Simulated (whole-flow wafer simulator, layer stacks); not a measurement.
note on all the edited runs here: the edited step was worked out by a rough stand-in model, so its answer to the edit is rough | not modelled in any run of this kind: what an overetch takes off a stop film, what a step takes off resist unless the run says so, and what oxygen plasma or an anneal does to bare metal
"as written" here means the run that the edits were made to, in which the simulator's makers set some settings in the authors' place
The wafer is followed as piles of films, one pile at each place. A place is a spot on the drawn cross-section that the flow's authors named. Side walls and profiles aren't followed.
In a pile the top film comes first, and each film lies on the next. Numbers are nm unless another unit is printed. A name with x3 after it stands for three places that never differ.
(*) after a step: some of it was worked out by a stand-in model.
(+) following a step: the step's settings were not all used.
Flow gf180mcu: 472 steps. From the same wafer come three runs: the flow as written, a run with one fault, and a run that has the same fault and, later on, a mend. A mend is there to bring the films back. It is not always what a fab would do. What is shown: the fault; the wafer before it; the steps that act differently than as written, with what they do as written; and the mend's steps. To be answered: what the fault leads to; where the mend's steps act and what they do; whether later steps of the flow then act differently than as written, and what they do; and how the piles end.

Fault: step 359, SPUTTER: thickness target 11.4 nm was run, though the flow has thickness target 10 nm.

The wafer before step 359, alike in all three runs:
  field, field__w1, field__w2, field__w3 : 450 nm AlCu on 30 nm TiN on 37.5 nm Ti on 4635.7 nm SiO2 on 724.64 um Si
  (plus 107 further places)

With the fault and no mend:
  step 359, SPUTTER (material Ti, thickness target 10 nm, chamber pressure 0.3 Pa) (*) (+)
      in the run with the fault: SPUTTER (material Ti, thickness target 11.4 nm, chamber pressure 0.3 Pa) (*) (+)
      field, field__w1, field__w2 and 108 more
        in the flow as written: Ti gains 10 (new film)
        in the run with the fault: Ti gains 11.4 (new film)
  Later steps of the flow acting differently than as written (5 other steps are not shown; they differ only slightly, by no more than 2% or 0.5 nm, whichever is larger):
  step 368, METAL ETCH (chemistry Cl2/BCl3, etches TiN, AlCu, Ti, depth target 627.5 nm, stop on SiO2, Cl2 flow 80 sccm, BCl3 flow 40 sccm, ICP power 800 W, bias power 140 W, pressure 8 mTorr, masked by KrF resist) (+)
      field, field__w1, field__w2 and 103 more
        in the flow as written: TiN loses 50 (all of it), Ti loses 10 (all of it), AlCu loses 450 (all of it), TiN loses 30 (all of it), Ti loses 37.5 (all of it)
        in the run with the fault: TiN loses 50 (all of it), Ti loses 11.4 (all of it), AlCu loses 450 (all of it), TiN loses 30 (all of it), Ti loses 37.5 (all of it)
  By the end, the piles at field__w8, contact, m1, m1__w1, m1_nw depart from the flow's by more than 2% or 0.5 nm, whichever is larger.
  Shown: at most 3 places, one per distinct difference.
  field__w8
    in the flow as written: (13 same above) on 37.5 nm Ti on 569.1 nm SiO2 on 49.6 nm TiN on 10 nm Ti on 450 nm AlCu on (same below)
    in the run with the fault: (13 same above) on 37.5 nm Ti on 567.7 nm SiO2 on 49.6 nm TiN on 11.4 nm Ti on 450 nm AlCu on (same below)
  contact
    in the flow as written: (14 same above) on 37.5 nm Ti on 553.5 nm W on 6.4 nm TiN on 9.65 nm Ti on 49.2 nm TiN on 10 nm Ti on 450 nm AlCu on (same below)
    in the run with the fault: (14 same above) on 37.5 nm Ti on 552.1 nm W on 6.41 nm TiN on 9.66 nm Ti on 49.2 nm TiN on 11.4 nm Ti on 450 nm AlCu on (same below)

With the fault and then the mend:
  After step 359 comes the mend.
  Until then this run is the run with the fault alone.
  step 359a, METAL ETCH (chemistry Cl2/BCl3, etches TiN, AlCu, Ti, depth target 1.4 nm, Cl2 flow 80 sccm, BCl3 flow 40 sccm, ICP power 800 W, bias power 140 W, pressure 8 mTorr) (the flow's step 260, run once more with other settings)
      field, field__w1, field__w2 and 108 more
        Ti loses 1.4
  None of the later steps of the flow acts differently than as written at any place that is followed.
  The piles end the same as the flow's at every place that both follow.
